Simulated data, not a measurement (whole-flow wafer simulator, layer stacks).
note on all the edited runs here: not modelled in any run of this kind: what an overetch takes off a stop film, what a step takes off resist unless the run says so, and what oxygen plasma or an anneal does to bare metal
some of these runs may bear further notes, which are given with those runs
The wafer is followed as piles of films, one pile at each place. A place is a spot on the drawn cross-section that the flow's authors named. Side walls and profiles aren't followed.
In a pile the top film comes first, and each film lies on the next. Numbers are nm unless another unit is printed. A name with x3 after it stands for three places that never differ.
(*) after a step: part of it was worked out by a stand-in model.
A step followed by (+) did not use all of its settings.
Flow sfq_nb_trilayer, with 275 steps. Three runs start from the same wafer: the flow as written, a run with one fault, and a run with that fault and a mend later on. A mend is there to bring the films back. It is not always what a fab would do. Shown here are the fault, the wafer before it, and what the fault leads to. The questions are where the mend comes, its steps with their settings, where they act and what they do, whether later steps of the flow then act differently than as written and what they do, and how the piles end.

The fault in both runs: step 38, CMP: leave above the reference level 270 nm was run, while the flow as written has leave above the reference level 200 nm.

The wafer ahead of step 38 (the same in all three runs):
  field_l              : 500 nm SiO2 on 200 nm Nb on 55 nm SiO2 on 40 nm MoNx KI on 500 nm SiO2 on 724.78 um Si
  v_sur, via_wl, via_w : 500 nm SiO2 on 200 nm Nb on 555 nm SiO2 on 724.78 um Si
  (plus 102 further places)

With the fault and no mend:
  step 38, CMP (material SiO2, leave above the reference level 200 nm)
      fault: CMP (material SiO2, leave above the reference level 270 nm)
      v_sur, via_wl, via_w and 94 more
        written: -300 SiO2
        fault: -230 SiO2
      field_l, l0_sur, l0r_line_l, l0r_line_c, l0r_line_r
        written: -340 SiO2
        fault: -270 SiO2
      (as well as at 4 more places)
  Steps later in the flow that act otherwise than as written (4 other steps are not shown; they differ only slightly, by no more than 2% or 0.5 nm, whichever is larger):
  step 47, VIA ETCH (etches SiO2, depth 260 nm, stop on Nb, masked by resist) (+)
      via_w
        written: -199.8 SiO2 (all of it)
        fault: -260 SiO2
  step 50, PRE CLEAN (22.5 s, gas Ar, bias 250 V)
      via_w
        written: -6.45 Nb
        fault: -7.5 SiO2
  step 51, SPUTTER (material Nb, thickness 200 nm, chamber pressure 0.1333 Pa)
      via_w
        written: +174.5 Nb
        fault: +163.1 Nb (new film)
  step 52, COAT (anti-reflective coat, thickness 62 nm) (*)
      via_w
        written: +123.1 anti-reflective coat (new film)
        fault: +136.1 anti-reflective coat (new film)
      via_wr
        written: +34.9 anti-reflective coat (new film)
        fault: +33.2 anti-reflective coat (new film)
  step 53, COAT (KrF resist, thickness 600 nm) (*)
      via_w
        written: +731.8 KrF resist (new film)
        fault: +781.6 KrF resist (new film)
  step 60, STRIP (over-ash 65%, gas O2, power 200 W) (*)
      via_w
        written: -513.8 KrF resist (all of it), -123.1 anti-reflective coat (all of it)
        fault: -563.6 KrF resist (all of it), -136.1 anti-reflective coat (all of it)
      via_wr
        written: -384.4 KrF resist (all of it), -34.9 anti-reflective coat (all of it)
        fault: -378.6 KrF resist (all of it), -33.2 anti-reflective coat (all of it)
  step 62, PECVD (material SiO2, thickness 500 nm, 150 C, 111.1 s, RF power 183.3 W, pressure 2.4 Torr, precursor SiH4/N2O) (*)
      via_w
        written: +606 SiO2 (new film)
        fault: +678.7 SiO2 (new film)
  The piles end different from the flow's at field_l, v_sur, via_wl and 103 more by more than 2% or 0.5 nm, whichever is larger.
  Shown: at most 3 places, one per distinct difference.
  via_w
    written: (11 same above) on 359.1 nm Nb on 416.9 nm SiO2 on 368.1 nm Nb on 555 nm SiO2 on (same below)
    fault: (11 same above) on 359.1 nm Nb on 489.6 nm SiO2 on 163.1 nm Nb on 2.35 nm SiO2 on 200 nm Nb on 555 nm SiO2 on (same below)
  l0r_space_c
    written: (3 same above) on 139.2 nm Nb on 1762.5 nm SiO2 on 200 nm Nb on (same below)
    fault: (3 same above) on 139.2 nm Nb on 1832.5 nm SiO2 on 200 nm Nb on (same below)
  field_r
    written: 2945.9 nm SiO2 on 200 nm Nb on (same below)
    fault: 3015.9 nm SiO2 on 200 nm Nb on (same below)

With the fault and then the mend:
  After step 45 comes the mend.
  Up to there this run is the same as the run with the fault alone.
  step 45a, STRIP (over-ash 65%, gas O2, power 200 W) (*)
      field_l, v_sur, via_wl and 102 more
        -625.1 KrF resist (all of it), -62 anti-reflective coat (all of it)
      via_w
        -62 anti-reflective coat (all of it)
  step 45b, CMP (material SiO2, leave above the reference level 200 nm) (a further turn of the flow's step 38)
      field_l, v_sur, via_wl and 103 more
        -70 SiO2
  step 45c, COAT (anti-reflective coat, thickness 62 nm) (a further turn of the flow's step 40)
      field_l, v_sur, via_wl and 103 more
        +62 anti-reflective coat (new film)
  step 45d, COAT (KrF resist, thickness 650 nm) (a further turn of the flow's step 41)
      field_l, v_sur, via_wl and 103 more
        +650 KrF resist (new film)
  step 45e, SOFTBAKE (KrF resist) (a further turn of the flow's step 42)
      alters no film at any place that is followed
  step 45f, EXPOSE (photomask I0, dose 11.91 mJ/cm2, NA 0.6, wavelength 248 nm) (*) (a further turn of the flow's step 43)
      alters no film at any place that is followed
  step 45g, PEB (KrF resist, 90 s) (a further turn of the flow's step 44)
      field_l, v_sur, via_wl and 103 more
        -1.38 KrF resist
  step 45h, DEVELOP (KrF resist, thickness 650 nm, 60 s) (a further turn of the flow's step 45)
      field_l, v_sur, via_wl and 102 more
        -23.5 KrF resist
      via_w
        -648.6 KrF resist (all of it)
  None of the later steps of the flow acts differently than as written at any place that is followed.
  At every place that both follow, the piles at the end match the flow's.
